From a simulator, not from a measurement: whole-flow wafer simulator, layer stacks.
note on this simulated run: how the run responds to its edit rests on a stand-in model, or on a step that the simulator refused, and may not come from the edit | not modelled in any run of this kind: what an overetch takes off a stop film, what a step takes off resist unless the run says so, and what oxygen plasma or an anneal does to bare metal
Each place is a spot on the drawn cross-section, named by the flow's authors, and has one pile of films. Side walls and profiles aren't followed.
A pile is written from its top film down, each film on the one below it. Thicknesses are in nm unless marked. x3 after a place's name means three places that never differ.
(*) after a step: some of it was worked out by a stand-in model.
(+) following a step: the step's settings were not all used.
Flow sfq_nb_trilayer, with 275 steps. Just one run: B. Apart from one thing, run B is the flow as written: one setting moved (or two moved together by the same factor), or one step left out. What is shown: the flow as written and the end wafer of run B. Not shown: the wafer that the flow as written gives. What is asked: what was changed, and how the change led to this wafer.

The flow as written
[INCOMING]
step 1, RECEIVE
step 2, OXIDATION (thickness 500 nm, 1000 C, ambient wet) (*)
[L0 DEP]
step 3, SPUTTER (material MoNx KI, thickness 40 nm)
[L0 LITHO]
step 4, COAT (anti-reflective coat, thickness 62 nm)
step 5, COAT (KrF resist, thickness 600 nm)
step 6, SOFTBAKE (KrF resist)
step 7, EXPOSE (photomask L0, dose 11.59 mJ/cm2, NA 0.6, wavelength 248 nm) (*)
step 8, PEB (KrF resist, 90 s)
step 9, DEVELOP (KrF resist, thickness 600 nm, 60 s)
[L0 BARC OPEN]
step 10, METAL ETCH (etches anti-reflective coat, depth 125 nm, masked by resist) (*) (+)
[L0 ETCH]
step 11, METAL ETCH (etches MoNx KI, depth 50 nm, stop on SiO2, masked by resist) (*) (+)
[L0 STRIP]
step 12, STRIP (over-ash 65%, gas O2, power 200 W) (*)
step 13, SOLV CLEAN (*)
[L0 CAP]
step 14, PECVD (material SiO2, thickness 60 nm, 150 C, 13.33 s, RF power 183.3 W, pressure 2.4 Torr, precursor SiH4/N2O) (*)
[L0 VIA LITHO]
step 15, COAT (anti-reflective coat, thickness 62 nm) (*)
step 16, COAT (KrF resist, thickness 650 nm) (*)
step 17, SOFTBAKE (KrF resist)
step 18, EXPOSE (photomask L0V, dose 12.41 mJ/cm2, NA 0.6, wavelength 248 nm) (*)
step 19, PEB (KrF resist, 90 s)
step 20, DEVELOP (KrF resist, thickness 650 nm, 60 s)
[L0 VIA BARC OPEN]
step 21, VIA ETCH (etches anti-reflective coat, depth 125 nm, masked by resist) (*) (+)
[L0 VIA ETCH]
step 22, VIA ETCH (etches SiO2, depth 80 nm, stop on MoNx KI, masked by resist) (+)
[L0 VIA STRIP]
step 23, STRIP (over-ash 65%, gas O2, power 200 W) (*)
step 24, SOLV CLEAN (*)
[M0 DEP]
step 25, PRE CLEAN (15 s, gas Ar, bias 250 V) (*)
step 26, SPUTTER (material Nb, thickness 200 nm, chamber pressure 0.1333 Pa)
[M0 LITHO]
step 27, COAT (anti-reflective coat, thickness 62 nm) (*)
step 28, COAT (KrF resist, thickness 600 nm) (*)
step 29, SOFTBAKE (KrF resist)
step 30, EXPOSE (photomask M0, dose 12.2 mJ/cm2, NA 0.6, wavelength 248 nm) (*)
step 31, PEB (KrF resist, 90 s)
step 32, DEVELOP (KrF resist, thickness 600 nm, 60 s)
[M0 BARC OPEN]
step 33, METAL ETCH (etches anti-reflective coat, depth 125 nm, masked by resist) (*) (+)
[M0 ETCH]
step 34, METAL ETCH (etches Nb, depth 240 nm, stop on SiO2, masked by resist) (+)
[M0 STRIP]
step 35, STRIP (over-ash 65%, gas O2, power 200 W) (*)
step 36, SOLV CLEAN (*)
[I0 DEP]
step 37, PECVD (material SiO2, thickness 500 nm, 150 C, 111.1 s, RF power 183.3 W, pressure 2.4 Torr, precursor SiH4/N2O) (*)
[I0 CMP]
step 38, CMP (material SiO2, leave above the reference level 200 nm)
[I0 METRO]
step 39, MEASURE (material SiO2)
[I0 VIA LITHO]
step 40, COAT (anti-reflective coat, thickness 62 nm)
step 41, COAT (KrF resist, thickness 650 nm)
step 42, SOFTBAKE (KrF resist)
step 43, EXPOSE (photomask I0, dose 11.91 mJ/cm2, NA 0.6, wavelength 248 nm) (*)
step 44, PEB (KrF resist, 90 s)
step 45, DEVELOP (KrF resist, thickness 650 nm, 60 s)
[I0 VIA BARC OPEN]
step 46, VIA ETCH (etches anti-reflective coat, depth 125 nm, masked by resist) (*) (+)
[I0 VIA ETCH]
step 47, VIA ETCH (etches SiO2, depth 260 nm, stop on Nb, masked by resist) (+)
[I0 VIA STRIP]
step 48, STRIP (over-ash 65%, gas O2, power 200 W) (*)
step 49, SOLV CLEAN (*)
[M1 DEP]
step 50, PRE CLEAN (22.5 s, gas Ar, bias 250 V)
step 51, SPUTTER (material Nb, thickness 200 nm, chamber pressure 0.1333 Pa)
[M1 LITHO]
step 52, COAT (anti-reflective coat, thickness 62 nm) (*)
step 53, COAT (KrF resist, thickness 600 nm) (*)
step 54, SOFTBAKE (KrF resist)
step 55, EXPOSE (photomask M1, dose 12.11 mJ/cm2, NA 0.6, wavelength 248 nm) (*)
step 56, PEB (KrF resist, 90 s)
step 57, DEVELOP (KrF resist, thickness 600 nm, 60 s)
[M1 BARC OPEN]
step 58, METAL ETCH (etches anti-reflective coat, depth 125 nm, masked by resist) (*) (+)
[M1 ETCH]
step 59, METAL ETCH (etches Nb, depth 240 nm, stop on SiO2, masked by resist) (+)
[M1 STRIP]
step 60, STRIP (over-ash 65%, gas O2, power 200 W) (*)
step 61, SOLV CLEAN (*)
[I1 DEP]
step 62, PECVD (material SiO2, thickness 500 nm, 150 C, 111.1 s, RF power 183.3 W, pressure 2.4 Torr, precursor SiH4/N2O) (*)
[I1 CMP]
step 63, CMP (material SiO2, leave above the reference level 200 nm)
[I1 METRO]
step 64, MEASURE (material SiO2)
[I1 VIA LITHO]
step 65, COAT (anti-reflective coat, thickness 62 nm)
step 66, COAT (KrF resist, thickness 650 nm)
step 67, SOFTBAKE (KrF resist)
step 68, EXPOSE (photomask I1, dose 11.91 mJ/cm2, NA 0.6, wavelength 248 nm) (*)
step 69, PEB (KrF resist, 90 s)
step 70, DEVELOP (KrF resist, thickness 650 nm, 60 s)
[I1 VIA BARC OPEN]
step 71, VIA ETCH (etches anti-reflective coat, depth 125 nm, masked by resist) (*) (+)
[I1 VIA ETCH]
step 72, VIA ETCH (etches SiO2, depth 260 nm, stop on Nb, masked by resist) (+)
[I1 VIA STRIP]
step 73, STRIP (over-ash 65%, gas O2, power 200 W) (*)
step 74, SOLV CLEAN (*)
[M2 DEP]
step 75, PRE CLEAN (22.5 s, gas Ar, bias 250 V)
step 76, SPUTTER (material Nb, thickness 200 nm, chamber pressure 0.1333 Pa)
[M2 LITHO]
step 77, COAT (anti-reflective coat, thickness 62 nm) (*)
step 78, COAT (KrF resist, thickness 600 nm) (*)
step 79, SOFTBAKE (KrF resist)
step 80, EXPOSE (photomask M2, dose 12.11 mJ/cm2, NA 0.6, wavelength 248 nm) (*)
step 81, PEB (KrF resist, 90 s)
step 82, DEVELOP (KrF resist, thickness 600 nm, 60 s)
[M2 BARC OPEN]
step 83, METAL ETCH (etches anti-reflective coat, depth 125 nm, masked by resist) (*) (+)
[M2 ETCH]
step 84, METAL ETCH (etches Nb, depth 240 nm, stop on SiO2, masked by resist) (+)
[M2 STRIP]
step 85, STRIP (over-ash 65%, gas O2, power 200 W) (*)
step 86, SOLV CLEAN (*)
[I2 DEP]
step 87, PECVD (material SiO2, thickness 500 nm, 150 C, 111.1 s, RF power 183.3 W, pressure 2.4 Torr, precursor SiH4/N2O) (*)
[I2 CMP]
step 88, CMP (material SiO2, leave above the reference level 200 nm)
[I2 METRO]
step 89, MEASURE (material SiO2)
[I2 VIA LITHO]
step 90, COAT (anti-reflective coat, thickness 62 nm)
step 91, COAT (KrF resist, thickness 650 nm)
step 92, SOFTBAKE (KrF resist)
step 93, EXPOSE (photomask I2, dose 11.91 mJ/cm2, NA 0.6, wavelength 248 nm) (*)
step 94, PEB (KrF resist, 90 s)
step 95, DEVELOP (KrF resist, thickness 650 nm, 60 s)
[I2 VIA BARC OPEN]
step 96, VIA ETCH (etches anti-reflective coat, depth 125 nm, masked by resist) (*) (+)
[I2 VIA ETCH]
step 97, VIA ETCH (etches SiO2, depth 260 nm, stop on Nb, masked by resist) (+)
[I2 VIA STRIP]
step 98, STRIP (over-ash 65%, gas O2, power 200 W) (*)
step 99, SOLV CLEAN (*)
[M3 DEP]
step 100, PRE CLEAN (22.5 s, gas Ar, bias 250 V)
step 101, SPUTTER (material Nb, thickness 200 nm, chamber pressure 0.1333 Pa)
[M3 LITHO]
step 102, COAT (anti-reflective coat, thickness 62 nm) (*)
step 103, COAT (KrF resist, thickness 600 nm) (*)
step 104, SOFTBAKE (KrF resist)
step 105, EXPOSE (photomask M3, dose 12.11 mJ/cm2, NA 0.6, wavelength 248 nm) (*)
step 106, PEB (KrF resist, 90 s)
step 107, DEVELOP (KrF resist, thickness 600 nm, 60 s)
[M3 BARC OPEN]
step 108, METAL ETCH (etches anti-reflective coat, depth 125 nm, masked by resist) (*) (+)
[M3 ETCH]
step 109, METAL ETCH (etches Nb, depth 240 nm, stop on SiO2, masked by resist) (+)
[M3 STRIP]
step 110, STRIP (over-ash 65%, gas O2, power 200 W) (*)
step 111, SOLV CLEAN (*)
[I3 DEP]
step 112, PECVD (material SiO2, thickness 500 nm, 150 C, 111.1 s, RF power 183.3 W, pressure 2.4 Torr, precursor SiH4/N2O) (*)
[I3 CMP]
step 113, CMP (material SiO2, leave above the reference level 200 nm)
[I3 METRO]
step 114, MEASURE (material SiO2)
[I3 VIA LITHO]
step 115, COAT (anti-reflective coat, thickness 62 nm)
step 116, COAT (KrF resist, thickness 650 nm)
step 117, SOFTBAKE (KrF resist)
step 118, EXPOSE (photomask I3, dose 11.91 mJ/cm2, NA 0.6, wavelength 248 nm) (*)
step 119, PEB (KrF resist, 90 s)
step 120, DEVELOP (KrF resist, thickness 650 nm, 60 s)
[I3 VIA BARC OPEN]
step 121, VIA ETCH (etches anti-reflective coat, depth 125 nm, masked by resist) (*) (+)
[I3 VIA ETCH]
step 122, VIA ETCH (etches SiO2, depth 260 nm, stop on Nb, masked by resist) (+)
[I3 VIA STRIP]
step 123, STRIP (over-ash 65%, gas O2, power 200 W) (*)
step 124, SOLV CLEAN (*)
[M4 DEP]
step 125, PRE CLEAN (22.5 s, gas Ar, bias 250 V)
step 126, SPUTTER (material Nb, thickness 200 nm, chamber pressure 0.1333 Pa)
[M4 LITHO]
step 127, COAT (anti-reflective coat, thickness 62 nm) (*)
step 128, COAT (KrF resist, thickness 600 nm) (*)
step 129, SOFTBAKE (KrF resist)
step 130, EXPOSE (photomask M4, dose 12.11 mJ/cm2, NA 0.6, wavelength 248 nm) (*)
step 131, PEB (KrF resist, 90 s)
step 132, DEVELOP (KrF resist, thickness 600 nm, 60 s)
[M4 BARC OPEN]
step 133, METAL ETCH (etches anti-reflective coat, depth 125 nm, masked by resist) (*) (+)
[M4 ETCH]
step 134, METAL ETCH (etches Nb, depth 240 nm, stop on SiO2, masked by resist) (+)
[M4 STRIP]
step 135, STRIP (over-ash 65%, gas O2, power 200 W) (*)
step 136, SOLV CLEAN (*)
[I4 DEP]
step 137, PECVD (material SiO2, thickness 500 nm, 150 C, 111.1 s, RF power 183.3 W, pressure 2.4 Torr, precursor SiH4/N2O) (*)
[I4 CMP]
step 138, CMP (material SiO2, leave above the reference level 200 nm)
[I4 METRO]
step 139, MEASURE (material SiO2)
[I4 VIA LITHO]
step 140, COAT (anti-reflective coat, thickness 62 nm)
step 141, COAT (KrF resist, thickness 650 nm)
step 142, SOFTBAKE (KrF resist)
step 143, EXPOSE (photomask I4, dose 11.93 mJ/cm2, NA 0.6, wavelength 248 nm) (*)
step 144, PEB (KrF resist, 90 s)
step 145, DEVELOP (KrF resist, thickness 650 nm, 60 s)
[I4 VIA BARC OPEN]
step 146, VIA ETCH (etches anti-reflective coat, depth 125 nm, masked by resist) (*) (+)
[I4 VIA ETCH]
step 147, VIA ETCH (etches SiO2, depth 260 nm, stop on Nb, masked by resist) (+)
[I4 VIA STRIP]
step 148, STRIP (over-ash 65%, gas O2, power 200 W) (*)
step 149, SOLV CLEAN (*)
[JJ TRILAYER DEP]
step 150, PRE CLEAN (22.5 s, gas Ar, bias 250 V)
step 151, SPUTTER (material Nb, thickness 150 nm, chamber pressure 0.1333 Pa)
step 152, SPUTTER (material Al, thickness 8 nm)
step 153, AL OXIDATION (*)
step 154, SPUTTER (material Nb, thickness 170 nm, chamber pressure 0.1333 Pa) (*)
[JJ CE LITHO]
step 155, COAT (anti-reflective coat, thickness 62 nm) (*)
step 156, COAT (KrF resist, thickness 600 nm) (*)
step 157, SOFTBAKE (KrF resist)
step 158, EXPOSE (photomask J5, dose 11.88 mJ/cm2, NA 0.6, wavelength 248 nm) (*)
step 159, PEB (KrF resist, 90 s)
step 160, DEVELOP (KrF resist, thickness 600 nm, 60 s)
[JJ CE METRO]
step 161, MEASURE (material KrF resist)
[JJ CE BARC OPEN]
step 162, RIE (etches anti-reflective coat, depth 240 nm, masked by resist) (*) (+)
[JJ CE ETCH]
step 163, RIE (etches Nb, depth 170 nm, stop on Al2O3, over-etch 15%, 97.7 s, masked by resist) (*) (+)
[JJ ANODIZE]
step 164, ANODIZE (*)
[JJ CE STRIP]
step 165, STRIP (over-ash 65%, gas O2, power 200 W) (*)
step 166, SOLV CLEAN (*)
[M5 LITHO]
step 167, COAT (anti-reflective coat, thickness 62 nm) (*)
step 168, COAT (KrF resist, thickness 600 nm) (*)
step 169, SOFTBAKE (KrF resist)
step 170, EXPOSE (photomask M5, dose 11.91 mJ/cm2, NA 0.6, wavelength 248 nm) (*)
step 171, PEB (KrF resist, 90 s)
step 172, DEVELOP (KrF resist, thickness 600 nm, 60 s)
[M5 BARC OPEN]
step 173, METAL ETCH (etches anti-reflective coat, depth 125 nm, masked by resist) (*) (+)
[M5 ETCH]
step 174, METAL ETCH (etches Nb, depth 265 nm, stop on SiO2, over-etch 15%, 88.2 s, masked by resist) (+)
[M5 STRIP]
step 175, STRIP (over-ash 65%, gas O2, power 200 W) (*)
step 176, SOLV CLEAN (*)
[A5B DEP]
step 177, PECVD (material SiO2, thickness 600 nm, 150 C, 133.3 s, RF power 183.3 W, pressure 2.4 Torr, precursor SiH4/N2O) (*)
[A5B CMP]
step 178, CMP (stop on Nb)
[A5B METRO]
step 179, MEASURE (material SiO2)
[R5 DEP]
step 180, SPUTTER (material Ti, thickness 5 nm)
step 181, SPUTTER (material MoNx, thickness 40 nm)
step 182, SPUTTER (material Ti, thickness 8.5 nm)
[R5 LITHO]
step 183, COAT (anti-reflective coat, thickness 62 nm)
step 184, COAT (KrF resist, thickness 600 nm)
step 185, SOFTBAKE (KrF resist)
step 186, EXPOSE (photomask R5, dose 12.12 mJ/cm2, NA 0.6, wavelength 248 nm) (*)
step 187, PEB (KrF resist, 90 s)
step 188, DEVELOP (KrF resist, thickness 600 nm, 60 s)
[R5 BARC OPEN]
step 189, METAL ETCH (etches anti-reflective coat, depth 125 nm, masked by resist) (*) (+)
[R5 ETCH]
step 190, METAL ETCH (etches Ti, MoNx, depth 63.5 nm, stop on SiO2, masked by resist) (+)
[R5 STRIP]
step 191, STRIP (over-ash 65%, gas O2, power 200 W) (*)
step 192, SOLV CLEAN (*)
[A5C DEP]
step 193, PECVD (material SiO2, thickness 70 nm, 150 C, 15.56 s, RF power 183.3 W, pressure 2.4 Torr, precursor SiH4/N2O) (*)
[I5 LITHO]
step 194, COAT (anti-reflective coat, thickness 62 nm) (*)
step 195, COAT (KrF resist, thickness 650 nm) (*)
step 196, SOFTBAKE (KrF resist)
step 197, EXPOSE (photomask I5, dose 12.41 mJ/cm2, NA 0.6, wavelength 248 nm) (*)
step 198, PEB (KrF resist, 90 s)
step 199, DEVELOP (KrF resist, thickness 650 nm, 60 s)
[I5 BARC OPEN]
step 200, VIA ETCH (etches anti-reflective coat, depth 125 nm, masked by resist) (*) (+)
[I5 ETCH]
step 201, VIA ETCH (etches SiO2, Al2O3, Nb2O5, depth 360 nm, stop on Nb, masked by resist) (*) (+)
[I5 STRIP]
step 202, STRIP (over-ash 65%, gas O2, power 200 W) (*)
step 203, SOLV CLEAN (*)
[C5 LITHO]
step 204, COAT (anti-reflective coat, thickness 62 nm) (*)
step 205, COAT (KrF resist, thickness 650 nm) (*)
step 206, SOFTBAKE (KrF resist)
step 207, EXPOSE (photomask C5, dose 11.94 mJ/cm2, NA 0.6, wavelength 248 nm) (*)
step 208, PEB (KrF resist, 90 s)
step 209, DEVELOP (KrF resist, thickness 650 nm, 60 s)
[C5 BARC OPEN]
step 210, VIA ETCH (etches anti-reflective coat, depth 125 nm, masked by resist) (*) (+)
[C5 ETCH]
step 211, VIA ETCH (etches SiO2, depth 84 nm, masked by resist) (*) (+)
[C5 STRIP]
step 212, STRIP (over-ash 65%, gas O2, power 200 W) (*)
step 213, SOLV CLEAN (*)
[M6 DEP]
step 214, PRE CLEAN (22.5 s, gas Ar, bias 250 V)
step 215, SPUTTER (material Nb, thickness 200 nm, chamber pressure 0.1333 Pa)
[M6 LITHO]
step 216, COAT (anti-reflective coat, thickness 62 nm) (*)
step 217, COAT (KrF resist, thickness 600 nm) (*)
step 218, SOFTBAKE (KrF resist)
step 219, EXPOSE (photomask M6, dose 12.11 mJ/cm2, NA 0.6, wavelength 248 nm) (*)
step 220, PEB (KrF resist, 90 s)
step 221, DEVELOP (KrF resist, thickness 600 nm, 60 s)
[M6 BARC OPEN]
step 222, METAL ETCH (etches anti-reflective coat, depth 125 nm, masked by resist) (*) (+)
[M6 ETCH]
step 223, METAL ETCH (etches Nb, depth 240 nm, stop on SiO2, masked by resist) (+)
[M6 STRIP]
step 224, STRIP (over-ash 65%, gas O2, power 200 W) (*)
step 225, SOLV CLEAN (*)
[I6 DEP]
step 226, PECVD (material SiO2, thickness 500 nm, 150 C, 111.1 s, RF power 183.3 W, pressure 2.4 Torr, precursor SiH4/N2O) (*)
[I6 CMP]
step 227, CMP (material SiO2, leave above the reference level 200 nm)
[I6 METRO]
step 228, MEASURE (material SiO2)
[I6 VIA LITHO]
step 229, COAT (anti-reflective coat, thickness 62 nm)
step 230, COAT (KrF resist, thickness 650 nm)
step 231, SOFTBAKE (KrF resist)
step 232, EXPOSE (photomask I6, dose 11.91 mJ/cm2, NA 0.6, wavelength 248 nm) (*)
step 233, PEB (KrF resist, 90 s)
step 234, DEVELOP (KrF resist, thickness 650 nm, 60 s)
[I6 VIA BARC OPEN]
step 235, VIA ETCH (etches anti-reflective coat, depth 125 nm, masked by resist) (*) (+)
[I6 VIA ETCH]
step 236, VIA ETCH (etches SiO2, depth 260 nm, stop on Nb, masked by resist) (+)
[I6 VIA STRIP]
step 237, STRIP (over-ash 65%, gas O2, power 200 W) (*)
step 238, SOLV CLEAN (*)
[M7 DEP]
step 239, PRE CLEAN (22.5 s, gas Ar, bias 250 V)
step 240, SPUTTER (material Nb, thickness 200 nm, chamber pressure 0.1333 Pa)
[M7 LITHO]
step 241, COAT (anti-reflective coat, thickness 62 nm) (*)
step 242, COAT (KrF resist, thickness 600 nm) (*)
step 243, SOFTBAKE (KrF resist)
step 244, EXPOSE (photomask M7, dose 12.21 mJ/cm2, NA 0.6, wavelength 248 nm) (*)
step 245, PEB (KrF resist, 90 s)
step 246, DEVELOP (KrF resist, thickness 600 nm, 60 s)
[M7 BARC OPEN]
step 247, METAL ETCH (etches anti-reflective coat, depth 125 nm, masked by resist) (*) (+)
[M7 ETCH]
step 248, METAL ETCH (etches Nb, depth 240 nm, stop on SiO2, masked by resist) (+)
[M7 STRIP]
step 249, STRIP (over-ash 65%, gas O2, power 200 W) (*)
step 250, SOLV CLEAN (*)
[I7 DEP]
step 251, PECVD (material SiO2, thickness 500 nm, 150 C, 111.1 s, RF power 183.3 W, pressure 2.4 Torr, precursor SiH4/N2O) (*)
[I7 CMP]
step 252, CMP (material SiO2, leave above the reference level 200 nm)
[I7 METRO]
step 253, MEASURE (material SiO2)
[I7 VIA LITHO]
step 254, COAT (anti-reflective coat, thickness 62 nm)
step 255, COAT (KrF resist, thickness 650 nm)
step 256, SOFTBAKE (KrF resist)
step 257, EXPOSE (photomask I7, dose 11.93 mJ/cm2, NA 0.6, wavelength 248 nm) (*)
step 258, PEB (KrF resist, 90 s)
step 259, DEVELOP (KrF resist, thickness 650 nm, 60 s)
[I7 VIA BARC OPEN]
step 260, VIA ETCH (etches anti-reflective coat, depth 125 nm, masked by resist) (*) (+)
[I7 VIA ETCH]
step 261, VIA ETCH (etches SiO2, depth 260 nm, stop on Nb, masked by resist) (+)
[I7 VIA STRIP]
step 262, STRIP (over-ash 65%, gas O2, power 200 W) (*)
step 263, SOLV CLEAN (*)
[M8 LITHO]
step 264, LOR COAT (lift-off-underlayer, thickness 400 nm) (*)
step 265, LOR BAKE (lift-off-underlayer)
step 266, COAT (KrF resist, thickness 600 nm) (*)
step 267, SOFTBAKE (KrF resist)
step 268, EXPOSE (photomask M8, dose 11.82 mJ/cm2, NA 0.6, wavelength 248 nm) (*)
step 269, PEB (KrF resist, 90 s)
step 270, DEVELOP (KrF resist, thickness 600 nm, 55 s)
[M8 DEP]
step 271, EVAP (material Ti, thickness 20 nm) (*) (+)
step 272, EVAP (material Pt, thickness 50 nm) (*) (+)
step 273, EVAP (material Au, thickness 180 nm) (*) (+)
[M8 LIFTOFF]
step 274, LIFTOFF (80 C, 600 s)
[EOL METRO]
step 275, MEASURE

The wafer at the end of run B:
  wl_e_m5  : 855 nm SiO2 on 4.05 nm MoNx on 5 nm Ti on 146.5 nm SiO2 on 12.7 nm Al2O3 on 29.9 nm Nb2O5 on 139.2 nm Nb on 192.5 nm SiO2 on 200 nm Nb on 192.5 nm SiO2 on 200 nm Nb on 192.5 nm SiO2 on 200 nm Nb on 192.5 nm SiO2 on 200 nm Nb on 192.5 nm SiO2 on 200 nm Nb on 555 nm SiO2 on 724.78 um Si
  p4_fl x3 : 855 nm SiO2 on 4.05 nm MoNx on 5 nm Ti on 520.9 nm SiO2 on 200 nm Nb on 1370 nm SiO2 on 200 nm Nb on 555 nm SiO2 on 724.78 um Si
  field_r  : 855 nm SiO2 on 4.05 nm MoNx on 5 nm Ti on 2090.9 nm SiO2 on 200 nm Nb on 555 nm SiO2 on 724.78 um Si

What caused this: step 190, METAL ETCH: depth 44.45 nm was run, while the flow as written has depth 63.5 nm.

How this came from the change, step by step:
  step 190, METAL ETCH (etches Ti, MoNx, depth 63.5 nm, stop on SiO2, masked by resist) (+)
      field_l, v_sur, via_wl and 92 more: Ti loses 8.5 (all of it), MoNx loses 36 (as written it would have been: Ti loses 8.5 (all of it), MoNx loses 40 (all of it), Ti loses 5 (all of it))
      ce_l, c5j, ce_r, wl_jj: Ti loses 8.5 (all of it), MoNx loses 36 (as written it would have been: Ti loses 8.5 (all of it), MoNx loses 40 (all of it), Ti loses 5 (all of it), Nb loses 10)
      (as well as at 7 more places)
  step 193, PECVD (material SiO2, thickness 70 nm, 150 C, 15.56 s, RF power 183.3 W, pressure 2.4 Torr, precursor SiH4/N2O) (*)
      field_l, v_sur, via_wl and 92 more: SiO2 gains 70 (new film) (as written it would have been: SiO2 gains 70)
  step 194, COAT (anti-reflective coat, thickness 62 nm) (*)
      wl_j_sl, wl_j_sr: anti-reflective coat gains 62 (new film) (as written it would have been: anti-reflective coat gains 60.2 (new film))
      r5r_spacepad_l, r5r_spacepad_r: anti-reflective coat gains 80.5 (new film) (as written it would have been: anti-reflective coat gains 84.4 (new film))
      (as well as at 11 more places)
  step 201, VIA ETCH (etches SiO2, Al2O3, Nb2O5, depth 360 nm, stop on Nb, masked by resist) (*) (+)
      be: SiO2 loses 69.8 (all of it), MoNx loses 4.05 (all of it), Ti loses 5 (all of it), SiO2 loses 146.5 (all of it), Al2O3 loses 12.7 (all of it), Nb2O5 loses 29.9 (all of it) (as written it would have been: SiO2 loses 216.4 (all of it), Al2O3 loses 12.7 (all of it), Nb2O5 loses 29.9 (all of it))
  step 202, STRIP (over-ash 65%, gas O2, power 200 W) (*)
      wl_j_sl, wl_j_sr: KrF resist loses 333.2 (all of it), anti-reflective coat loses 62 (all of it) (as written it would have been: KrF resist loses 333.3 (all of it), anti-reflective coat loses 60.2 (all of it))
      r5r_spacepad_l, r5r_spacepad_r: KrF resist loses 335.2 (all of it), anti-reflective coat loses 80.5 (all of it) (as written it would have been: KrF resist loses 335.6 (all of it), anti-reflective coat loses 84.4 (all of it))
      (as well as at 11 more places)
  step 204, COAT (anti-reflective coat, thickness 62 nm) (*)
      wl_j_sl, wl_j_sr: anti-reflective coat gains 62 (new film) (as written it would have been: anti-reflective coat gains 60.2 (new film))
      r5r_spacepad_l, r5r_spacepad_r: anti-reflective coat gains 80.5 (new film) (as written it would have been: anti-reflective coat gains 84.4 (new film))
      (as well as at 11 more places)
  step 210, VIA ETCH (etches anti-reflective coat, depth 125 nm, masked by resist) (*) (+)
      c5j: anti-reflective coat loses 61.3 (all of it), SiO2 loses 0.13 (as written it would have been: anti-reflective coat loses 63.9 (all of it), SiO2 loses 0.11)
  step 211, VIA ETCH (etches SiO2, depth 84 nm, masked by resist) (*) (+)
      c5j: SiO2 loses 69.9 (all of it) (as written it would have been: SiO2 loses 69.9 (all of it), Nb loses 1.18)
  step 212, STRIP (over-ash 65%, gas O2, power 200 W) (*)
      wl_j_sl, wl_j_sr: KrF resist loses 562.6 (all of it), anti-reflective coat loses 62 (all of it) (as written it would have been: KrF resist loses 563.4 (all of it), anti-reflective coat loses 60.2 (all of it))
      r5r_spacepad_l, r5r_spacepad_r: KrF resist loses 564.7 (all of it), anti-reflective coat loses 80.5 (all of it) (as written it would have been: KrF resist loses 565.8 (all of it), anti-reflective coat loses 84.4 (all of it))
      (as well as at 10 more places)
  step 214, PRE CLEAN (22.5 s, gas Ar, bias 250 V)
      c5j: MoNx loses 4.05 (all of it), Ti loses 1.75 (as written it would have been: Nb loses 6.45)
  step 215, SPUTTER (material Nb, thickness 200 nm, chamber pressure 0.1333 Pa)
      c5j: Nb gains 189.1 (new film) (as written it would have been: Nb gains 188.4)
  step 216, COAT (anti-reflective coat, thickness 62 nm) (*)
      r5r_line_l, r5r_line_c, r5r_line_r: anti-reflective coat gains 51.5 (new film) (as written it would have been: anti-reflective coat gains 50 (new film))
      wl_j_sl, wl_j_sr: anti-reflective coat gains 62 (new film) (as written it would have been: anti-reflective coat gains 60.2 (new film))
      (as well as at 12 more places)
  step 222, METAL ETCH (etches anti-reflective coat, depth 125 nm, masked by resist) (*) (+)
      r5r_line_l, r5r_line_c, r5r_line_r: anti-reflective coat loses 51.5 (all of it) (as written it would have been: anti-reflective coat loses 50 (all of it))
      r5r_spacepad_l, r5r_spacepad_r: anti-reflective coat loses 81.3 (all of it) (as written it would have been: anti-reflective coat loses 85.7 (all of it))
      (as well as at 1 more place)
  step 224, STRIP (over-ash 65%, gas O2, power 200 W) (*)
      wl_j_sl, wl_j_sr: KrF resist loses 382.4 (all of it), anti-reflective coat loses 62 (all of it) (as written it would have been: KrF resist loses 382.5 (all of it), anti-reflective coat loses 60.2 (all of it))
      be_sur: KrF resist loses 371 (all of it), anti-reflective coat loses 42.9 (all of it) (as written it would have been: KrF resist loses 371.2 (all of it), anti-reflective coat loses 43.8 (all of it))
      (as well as at 8 more places)
  step 226, PECVD (material SiO2, thickness 500 nm, 150 C, 111.1 s, RF power 183.3 W, pressure 2.4 Torr, precursor SiH4/N2O) (*)
      r5r_spacepad_l, r5r_spacepad_r: SiO2 gains 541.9 (as written it would have been: SiO2 gains 553.5)
  step 227, CMP (material SiO2, leave above the reference level 200 nm)
      ce_l, ce_r, wl_jj: SiO2 loses 300 (as written it would have been: SiO2 loses 290)
      be_r, r_sur, r_end: SiO2 loses 344.4 (as written it would have been: SiO2 loses 353.5)
      (as well as at 7 more places)
Taking metal films that touch as one body, wl_e_m5 has 7 bodies (between them, from the top down: SiO2 146.5 / Al2O3 12.7 / Nb2O5 29.9; SiO2 192.5; SiO2 192.5; SiO2 192.5; SiO2 192.5; SiO2 192.5); the flow as written gives 6 bodies (between them, from the top down: SiO2 192.5; SiO2 192.5; SiO2 192.5; SiO2 192.5; SiO2 192.5).
Taking metal films that touch as one body, p4_fl x3 has 3 bodies (between them, from the top down: SiO2 520.9; SiO2 1370); the flow as written gives 2 bodies (between them, from the top down: SiO2 1370).
Taking metal films that touch as one body, field_r has 2 bodies (between them, from the top down: SiO2 2090.9); the flow as written gives 1 body.
